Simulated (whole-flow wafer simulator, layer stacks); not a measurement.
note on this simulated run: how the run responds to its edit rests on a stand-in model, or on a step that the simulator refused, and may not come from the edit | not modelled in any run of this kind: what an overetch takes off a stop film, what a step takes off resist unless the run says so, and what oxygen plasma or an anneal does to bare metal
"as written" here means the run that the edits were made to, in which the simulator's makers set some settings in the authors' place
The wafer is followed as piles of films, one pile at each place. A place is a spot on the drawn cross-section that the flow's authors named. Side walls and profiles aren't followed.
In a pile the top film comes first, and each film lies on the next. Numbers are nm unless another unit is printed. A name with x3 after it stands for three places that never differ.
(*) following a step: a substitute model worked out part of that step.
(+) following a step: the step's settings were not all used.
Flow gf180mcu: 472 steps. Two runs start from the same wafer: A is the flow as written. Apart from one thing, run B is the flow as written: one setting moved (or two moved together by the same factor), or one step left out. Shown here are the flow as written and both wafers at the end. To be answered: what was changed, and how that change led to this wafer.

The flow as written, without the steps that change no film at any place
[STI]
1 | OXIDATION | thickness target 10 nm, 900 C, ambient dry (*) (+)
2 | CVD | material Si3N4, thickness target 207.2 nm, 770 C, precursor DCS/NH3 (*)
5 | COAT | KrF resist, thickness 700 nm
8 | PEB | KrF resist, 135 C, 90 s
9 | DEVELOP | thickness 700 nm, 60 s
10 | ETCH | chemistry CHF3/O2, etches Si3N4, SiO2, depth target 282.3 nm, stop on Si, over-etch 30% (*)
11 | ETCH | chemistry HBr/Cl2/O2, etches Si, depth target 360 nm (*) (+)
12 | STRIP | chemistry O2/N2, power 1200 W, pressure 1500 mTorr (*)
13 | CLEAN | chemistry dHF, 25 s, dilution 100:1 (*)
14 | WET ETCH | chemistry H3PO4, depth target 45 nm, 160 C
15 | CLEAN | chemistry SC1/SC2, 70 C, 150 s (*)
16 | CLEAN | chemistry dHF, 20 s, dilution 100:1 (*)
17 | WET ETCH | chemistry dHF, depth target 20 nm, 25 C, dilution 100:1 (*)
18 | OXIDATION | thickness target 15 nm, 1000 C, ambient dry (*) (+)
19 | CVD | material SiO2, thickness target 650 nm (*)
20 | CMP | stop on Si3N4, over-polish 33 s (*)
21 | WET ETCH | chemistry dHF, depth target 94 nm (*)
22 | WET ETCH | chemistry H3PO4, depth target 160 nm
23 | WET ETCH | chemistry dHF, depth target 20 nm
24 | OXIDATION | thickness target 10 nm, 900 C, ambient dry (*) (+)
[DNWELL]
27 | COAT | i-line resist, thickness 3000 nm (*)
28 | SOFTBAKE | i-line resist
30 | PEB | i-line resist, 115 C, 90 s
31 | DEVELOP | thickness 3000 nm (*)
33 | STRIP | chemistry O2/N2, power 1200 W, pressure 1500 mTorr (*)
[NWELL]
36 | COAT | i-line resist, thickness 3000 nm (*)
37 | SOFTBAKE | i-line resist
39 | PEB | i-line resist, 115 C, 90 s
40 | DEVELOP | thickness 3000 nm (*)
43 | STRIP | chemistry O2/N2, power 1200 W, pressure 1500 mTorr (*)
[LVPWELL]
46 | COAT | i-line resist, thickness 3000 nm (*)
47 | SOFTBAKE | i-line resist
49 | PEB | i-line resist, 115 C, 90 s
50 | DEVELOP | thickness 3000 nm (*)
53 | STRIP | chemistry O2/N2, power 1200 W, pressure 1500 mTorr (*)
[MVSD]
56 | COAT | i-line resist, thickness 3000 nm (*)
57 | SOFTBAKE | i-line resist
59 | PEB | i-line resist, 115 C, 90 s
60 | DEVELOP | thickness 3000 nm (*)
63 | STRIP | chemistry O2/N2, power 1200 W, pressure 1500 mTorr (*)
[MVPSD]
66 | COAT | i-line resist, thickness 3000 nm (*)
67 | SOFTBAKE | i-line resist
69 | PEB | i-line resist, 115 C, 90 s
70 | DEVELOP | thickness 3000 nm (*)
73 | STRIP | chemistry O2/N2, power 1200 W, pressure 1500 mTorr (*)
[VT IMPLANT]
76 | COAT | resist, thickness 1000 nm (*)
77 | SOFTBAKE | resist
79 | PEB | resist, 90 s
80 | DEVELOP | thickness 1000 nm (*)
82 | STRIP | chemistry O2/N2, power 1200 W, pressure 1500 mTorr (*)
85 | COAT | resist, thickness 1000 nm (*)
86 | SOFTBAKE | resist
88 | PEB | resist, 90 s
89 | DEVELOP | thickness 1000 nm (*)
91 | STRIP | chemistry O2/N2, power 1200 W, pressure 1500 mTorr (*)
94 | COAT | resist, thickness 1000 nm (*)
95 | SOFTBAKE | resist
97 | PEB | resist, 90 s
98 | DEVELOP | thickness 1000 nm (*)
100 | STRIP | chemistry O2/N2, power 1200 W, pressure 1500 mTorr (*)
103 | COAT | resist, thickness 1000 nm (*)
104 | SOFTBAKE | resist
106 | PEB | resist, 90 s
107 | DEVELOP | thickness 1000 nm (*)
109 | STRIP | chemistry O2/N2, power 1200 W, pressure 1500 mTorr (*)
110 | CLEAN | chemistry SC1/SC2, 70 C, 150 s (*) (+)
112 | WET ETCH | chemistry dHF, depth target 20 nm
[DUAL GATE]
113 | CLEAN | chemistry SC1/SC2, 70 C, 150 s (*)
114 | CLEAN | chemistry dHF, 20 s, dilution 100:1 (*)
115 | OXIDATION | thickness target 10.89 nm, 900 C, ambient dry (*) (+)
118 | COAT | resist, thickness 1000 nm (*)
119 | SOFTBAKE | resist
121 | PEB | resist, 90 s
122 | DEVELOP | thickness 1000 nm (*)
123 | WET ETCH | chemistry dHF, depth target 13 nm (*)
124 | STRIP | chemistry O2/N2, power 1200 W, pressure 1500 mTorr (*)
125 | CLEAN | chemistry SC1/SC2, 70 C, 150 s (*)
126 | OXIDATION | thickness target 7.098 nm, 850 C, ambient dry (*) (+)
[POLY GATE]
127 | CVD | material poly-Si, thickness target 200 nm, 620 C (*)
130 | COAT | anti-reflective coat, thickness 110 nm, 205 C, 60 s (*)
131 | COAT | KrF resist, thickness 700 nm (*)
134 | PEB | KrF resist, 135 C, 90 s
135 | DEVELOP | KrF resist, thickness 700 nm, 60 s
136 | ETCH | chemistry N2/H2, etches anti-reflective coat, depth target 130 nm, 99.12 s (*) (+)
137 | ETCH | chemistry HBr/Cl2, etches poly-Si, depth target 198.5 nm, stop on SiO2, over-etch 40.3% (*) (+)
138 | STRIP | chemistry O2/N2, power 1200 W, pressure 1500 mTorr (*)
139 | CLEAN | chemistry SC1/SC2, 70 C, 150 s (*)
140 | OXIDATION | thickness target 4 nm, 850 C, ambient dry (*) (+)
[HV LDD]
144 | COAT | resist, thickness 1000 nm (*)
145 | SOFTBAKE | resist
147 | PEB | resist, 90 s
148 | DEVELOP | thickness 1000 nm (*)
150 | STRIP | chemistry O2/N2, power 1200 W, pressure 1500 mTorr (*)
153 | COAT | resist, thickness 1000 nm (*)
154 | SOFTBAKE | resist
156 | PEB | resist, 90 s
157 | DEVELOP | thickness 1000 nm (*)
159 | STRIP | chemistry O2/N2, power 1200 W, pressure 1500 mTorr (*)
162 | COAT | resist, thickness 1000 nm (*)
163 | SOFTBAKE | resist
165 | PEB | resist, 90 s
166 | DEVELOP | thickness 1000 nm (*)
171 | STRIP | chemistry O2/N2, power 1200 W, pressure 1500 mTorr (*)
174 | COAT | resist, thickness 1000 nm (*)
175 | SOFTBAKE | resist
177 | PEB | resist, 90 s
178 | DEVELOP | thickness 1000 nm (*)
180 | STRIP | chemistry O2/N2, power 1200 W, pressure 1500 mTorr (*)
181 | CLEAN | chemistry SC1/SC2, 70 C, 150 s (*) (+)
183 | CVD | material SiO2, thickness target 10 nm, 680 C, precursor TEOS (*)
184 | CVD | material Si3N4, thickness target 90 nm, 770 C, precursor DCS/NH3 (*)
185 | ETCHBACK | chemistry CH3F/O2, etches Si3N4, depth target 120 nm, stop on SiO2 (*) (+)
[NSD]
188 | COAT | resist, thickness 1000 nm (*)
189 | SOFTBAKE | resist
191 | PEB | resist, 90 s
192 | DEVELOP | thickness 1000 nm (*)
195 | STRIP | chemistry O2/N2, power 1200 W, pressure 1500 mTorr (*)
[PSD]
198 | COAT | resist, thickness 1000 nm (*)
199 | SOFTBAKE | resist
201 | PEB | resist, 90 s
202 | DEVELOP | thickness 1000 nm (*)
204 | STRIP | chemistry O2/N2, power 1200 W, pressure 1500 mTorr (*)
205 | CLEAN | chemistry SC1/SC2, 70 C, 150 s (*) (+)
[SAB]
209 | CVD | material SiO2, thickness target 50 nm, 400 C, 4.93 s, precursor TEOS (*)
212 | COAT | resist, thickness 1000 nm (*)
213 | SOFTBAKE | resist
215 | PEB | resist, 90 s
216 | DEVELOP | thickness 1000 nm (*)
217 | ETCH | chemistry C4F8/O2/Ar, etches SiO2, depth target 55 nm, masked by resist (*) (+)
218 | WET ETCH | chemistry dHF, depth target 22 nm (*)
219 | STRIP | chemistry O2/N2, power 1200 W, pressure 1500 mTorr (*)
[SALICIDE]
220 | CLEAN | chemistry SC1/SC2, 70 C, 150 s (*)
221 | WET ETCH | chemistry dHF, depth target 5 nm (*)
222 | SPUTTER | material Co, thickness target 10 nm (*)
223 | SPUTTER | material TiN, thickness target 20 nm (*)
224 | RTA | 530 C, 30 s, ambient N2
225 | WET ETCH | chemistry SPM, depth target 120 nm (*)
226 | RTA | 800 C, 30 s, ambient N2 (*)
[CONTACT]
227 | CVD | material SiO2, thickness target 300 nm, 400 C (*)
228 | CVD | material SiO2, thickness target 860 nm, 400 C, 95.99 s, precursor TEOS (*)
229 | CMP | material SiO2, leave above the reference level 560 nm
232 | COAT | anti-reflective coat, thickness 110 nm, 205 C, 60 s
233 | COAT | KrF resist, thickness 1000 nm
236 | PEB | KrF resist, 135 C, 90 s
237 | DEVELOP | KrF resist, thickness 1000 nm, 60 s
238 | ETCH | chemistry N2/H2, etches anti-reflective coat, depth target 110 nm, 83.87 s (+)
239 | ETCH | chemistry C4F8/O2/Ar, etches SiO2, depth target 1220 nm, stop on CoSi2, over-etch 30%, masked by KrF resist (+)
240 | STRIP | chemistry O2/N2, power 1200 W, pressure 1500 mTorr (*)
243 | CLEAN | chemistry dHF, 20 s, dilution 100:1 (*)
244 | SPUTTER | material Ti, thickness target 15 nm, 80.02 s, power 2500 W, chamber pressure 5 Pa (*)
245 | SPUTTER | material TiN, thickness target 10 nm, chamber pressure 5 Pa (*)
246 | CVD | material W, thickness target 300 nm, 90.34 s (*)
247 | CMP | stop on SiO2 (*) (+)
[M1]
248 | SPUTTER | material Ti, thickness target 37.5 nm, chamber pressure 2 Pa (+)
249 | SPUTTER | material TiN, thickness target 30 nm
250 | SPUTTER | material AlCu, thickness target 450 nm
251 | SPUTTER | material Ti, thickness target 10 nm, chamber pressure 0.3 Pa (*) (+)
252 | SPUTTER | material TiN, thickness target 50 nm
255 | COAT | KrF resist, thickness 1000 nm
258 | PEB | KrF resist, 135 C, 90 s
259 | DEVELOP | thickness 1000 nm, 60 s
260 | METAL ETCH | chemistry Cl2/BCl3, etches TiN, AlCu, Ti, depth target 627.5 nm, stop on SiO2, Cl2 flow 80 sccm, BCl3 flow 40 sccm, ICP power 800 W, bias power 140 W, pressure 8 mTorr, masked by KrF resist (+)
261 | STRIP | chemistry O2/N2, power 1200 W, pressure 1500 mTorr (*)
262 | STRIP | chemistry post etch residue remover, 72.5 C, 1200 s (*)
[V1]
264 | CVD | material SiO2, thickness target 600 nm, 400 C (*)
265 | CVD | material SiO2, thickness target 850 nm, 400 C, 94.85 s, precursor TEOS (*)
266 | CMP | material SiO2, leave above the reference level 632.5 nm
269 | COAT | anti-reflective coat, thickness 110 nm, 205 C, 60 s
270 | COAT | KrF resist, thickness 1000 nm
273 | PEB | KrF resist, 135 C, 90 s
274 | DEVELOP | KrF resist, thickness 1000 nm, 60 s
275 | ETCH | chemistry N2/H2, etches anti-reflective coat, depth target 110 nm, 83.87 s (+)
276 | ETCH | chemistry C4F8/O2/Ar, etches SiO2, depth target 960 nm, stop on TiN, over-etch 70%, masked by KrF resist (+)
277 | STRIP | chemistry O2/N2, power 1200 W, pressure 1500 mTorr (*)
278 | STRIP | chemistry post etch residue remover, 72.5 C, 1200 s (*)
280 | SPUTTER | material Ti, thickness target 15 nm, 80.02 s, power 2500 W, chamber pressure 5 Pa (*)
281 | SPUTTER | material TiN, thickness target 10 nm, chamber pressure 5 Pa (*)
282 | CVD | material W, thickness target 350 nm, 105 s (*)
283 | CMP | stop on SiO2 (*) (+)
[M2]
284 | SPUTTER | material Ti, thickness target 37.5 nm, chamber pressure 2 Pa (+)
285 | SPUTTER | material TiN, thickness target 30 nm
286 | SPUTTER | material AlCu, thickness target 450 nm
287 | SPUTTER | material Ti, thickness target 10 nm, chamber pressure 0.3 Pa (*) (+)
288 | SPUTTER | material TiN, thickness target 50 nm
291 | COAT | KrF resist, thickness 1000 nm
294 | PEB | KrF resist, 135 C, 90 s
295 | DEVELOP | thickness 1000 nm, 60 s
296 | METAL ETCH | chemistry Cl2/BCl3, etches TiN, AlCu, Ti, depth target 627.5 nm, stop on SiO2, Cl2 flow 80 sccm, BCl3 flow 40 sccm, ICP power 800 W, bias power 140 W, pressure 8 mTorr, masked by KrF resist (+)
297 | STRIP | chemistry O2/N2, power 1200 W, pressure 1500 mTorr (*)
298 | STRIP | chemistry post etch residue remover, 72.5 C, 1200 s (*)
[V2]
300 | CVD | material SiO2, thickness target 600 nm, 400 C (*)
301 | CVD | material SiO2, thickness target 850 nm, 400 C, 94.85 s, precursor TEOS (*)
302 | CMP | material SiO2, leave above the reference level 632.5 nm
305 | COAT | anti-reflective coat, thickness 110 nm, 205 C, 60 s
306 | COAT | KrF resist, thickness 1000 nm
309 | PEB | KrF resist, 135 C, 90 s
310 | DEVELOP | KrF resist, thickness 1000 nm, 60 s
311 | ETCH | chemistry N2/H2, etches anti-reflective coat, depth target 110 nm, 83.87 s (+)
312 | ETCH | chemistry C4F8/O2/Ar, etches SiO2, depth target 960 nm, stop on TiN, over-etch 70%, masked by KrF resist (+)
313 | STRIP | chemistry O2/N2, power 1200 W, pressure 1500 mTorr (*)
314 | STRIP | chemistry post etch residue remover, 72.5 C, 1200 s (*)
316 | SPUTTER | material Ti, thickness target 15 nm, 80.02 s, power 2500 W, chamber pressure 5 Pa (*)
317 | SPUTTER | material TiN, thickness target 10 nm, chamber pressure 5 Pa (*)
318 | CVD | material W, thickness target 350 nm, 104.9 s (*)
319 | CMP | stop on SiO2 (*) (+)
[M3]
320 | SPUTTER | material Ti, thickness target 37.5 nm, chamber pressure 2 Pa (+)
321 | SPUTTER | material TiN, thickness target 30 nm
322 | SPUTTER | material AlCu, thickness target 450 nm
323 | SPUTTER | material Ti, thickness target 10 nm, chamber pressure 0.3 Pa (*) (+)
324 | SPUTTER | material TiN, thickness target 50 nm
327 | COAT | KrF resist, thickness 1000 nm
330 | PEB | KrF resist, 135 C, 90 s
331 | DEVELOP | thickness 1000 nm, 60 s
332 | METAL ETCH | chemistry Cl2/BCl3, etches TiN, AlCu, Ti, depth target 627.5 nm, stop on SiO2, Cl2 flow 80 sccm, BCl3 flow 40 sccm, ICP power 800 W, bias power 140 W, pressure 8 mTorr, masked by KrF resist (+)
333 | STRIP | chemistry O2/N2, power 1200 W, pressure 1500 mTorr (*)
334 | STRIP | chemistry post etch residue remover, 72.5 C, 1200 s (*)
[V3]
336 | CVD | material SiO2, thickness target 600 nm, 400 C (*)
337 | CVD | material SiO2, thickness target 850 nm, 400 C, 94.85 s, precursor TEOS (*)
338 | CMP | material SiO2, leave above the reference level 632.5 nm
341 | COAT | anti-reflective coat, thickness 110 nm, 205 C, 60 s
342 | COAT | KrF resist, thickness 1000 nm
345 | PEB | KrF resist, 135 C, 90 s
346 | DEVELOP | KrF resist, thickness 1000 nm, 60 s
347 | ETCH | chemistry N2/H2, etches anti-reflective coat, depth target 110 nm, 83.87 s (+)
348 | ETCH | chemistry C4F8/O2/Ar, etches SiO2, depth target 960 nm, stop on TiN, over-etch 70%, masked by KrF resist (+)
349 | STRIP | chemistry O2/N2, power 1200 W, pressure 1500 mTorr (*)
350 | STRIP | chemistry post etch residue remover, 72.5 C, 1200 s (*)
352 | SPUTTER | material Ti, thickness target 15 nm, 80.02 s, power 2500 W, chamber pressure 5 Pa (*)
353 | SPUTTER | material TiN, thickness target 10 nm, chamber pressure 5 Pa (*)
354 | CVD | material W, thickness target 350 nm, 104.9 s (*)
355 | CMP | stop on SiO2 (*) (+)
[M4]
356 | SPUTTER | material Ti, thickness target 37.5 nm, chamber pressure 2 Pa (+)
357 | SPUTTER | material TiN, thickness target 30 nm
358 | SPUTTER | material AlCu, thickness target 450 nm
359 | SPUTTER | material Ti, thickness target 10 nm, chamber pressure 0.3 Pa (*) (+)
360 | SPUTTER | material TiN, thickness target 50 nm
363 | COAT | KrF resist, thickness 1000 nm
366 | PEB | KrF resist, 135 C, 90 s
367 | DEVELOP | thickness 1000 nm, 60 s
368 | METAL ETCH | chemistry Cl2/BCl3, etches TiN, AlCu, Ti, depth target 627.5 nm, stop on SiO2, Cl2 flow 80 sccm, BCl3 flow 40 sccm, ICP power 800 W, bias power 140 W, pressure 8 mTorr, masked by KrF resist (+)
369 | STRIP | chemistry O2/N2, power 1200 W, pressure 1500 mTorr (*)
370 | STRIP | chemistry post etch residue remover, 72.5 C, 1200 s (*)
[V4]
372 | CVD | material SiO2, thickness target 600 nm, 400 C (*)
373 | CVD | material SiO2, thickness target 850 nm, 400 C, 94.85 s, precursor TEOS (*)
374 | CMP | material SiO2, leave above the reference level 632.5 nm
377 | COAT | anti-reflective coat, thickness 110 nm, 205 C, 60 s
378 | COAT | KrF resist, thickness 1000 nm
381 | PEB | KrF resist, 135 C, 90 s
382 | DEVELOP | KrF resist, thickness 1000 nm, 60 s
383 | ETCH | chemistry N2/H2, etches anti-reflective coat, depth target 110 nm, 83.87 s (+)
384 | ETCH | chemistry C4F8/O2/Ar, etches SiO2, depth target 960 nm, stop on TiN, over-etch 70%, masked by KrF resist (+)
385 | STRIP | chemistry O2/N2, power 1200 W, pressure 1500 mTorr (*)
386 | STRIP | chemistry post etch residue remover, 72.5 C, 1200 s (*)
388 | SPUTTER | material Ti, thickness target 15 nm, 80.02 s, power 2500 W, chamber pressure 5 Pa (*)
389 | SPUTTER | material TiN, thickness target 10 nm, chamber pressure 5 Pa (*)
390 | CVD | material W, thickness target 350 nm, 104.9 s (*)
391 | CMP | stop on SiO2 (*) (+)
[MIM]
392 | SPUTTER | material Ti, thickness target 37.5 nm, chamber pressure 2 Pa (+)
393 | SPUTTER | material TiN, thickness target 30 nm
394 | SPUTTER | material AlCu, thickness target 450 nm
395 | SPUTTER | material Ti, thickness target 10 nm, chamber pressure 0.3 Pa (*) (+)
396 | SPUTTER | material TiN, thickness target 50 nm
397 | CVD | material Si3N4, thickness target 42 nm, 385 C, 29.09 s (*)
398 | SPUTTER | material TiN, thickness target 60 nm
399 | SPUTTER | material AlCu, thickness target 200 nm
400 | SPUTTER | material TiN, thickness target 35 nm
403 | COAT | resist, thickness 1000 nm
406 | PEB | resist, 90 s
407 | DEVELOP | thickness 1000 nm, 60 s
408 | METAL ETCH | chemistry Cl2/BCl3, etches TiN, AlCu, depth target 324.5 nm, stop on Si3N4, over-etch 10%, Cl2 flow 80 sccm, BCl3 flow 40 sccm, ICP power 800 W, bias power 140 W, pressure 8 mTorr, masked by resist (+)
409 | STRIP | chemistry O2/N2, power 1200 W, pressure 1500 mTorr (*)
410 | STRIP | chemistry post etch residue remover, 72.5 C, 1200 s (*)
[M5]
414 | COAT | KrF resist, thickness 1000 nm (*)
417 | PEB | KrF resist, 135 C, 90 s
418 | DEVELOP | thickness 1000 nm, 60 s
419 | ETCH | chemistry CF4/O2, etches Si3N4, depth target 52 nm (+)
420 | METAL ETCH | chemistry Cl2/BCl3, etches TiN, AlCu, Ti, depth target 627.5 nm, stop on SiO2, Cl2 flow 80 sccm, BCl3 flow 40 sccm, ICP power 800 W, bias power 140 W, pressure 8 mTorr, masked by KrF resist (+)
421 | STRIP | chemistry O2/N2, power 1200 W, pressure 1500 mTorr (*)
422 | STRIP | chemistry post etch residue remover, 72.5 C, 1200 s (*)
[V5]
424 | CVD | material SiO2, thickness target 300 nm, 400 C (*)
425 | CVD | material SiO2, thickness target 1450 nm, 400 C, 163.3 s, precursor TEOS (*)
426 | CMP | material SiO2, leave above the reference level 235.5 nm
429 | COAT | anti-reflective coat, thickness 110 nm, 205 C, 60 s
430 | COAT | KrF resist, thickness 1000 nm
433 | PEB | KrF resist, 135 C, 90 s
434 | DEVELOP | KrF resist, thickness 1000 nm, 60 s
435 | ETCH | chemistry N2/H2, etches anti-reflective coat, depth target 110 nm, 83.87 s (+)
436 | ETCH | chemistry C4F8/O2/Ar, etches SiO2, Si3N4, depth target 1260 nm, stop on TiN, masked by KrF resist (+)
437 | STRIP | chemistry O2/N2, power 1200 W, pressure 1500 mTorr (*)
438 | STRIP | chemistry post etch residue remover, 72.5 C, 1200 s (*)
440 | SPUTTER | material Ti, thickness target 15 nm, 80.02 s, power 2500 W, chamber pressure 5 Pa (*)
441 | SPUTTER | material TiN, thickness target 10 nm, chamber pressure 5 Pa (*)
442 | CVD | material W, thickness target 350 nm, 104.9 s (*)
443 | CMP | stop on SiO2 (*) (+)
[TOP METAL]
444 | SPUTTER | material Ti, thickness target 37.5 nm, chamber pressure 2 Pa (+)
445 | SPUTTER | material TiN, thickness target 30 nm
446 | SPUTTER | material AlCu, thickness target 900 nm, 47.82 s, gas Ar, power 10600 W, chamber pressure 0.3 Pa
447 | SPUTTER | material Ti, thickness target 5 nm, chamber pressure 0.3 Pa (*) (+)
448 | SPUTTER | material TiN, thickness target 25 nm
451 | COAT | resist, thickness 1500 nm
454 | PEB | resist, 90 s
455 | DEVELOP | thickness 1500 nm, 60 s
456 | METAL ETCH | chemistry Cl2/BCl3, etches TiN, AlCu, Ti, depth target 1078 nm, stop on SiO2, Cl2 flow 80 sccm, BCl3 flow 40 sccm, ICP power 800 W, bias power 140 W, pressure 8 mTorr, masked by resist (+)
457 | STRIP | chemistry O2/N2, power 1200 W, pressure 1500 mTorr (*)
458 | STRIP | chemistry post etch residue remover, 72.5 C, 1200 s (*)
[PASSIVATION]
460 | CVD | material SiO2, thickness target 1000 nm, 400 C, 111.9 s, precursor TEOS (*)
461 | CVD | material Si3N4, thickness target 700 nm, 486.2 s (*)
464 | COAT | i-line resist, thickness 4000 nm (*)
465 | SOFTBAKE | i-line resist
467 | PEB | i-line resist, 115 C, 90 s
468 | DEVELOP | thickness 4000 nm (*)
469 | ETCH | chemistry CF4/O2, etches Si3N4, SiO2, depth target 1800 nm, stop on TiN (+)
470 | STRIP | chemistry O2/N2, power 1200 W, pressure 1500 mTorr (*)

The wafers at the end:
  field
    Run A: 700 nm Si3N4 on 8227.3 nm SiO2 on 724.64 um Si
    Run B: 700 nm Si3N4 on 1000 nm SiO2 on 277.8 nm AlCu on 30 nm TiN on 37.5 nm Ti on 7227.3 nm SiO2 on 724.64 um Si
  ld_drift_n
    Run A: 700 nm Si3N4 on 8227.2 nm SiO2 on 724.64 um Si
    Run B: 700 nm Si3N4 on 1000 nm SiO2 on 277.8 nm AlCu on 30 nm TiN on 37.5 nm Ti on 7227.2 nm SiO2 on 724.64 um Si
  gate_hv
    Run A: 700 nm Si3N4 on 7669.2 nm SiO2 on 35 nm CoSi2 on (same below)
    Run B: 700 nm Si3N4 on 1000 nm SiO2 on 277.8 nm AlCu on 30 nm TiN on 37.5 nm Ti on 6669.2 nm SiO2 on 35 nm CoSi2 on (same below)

What caused this: step 456, METAL ETCH: depth target 646.5 nm was run, while the flow as written has depth target 1078 nm.

The path from the change to this, step by step:
  456 | METAL ETCH | chemistry Cl2/BCl3, etches TiN, AlCu, Ti, depth target 1078 nm, stop on SiO2, Cl2 flow 80 sccm, BCl3 flow 40 sccm, ICP power 800 W, bias power 140 W, pressure 8 mTorr, masked by resist (+)
      field, field__w1, field__w2 and 103 more: A -25 TiN (all of it), -5 Ti (all of it), -900 AlCu (all of it), -30 TiN (all of it), -37.5 Ti (all of it) | B -25 TiN (all of it), -5 Ti (all of it), -616.5 AlCu
      field__w8, contact, m1, m1__w1, pad, m1_nw: A -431 resist | B -258.6 resist
  457 | STRIP | chemistry O2/N2, power 1200 W, pressure 1500 mTorr (*)
      field__w8, contact, m1, m1__w1, pad, m1_nw: A -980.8 resist (all of it) | B -1153.2 resist (all of it)
  458 | STRIP | chemistry post etch residue remover, 72.5 C, 1200 s (*)
      field, field__w1, field__w2 and 103 more: A nothing | B -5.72 AlCu
  460 | CVD | material SiO2, thickness target 1000 nm, 400 C, 111.9 s, precursor TEOS (*)
      field, field__w1, field__w2 and 103 more: A +1000 SiO2 | B +1000 SiO2 (new film)
  464 | COAT | i-line resist, thickness 4000 nm (*)
      field__w8: A +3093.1 i-line resist (new film) | B +3400.9 i-line resist (new film)
      contact: A +3153.6 i-line resist (new film) | B +3434.1 i-line resist (new film)
      (as well as at 4 more places)
  465 | SOFTBAKE | i-line resist
      field__w5, field__w9: A +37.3 i-line resist | B +21.7 i-line resist
      sd_p_hv, nw_enc_fld__w1: A +36.6 i-line resist | B +21.3 i-line resist
      (as well as at 65 more places)
  467 | PEB | i-line resist, 115 C, 90 s
      field__w8, m1__w1: A -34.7 i-line resist | B -40.2 i-line resist
      contact, m1: A -35.1 i-line resist | B -40.5 i-line resist
      (as well as at 2 more places)
  468 | DEVELOP | thickness 4000 nm (*)
      pad: A -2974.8 i-line resist (all of it) | B -3312.1 i-line resist (all of it)
  470 | STRIP | chemistry O2/N2, power 1200 W, pressure 1500 mTorr (*)
      field__w8, m1__w1: A -1787.7 i-line resist (all of it) | B -2120.5 i-line resist (all of it)
      contact: A -1811.2 i-line resist (all of it) | B -2133.8 i-line resist (all of it)
      (as well as at 2 more places)
With metal films that touch counted as one body, field has 1 body; the flow as written gives 0 bodies.
With metal films that touch counted as one body, ld_drift_n has 1 body; the flow as written gives 0 bodies.
With metal films that touch counted as one body, gate_hv has 2 bodies (between them, from the top down: SiO2 6669.2); the flow as written gives 1 body.
